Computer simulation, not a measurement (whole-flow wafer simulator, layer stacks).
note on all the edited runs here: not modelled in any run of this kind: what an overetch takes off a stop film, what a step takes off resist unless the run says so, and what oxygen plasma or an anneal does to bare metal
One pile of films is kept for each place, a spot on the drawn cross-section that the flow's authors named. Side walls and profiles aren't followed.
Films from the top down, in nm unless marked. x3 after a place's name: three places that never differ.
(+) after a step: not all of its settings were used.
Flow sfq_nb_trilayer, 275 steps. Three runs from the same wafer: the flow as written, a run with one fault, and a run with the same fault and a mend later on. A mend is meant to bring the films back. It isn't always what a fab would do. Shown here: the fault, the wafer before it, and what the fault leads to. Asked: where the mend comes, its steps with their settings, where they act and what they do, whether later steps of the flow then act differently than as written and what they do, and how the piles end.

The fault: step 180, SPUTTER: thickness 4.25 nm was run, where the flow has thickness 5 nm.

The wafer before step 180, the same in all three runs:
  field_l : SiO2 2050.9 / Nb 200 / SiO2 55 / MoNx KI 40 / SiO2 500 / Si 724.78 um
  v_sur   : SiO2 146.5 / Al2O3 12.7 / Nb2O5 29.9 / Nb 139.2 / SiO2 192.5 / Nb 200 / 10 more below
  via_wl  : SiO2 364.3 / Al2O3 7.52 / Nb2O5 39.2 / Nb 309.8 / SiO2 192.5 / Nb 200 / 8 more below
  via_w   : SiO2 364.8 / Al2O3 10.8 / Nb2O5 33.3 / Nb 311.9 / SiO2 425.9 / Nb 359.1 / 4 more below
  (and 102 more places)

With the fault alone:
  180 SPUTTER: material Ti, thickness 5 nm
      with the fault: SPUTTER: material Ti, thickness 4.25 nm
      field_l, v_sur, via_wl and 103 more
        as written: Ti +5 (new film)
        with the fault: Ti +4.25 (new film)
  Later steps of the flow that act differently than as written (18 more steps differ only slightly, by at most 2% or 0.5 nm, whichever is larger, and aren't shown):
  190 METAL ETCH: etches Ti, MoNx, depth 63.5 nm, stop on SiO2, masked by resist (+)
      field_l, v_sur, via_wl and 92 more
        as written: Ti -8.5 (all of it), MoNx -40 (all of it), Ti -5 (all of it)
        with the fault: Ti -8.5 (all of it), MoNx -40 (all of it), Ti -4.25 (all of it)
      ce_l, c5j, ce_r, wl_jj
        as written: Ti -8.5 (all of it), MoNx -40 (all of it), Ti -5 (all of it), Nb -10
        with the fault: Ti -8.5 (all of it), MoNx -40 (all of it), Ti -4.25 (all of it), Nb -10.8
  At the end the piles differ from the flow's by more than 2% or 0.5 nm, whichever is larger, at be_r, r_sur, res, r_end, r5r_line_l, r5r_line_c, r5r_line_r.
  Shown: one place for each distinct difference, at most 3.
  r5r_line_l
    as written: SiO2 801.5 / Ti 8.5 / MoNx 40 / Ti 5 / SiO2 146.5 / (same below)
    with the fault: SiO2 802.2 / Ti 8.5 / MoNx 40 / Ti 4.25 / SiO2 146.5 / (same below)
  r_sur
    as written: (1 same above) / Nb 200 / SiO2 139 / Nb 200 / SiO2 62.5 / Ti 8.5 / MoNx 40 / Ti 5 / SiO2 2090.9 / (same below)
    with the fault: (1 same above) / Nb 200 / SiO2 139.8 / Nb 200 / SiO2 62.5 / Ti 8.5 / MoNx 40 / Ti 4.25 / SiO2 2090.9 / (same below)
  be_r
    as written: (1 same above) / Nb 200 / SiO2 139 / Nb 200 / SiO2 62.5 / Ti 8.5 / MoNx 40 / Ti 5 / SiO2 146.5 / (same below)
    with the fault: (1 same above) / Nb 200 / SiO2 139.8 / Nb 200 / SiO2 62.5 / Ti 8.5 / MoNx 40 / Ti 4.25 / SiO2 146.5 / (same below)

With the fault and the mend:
  The mend comes after step 180.
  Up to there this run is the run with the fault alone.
  180a SPUTTER: material Ti, thickness 0.75 nm (the flow's step 180 once more, with other settings)
      field_l, v_sur, via_wl and 103 more
        Ti +0.75
  No later step of the flow acts differently than as written at any place that is followed.
  At the end the piles are the same as the flow's at every place that both follow.
